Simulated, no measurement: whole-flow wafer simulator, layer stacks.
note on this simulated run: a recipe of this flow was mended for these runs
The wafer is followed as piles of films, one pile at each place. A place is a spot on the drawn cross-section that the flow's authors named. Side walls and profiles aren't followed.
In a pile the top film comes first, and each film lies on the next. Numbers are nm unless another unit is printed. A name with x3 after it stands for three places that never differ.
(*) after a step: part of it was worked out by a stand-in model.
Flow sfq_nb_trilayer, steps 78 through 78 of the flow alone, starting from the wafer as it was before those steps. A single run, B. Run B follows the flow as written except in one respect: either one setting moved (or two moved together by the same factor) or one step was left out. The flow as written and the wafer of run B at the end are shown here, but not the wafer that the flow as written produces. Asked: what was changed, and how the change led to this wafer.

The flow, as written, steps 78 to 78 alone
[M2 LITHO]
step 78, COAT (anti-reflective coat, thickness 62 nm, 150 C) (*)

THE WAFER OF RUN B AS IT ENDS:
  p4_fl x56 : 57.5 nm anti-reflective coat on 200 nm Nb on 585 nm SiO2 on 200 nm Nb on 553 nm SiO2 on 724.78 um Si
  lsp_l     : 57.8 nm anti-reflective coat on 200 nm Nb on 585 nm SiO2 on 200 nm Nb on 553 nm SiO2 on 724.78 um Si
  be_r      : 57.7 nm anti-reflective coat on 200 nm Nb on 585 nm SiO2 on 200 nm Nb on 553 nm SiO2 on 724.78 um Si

The reason: step 78, COAT: thickness 57.5 nm was run, whereas the flow has thickness 62 nm.
One can read it off the wafer: p4_fl x56 has anti-reflective coat 57.5, and step 78 as written asks for 62 nm.

How this came from the change, step by step:
  step 78, COAT (anti-reflective coat, thickness 62 nm, 150 C) (*)
      p4_fl x56, wl_j_sl x16, l0r_line_l x3, m0r_space_l x2: anti-reflective coat gains 57.5 (new film) (it would be, as written: anti-reflective coat gains 62 (new film))
      lsp_l, ln_m5, lsp_m, ln_m6, lsp_r, l0_sur, l0v: anti-reflective coat gains 57.8 (new film) (it would be, as written: anti-reflective coat gains 62.3 (new film))
      (as well as at 22 more places)
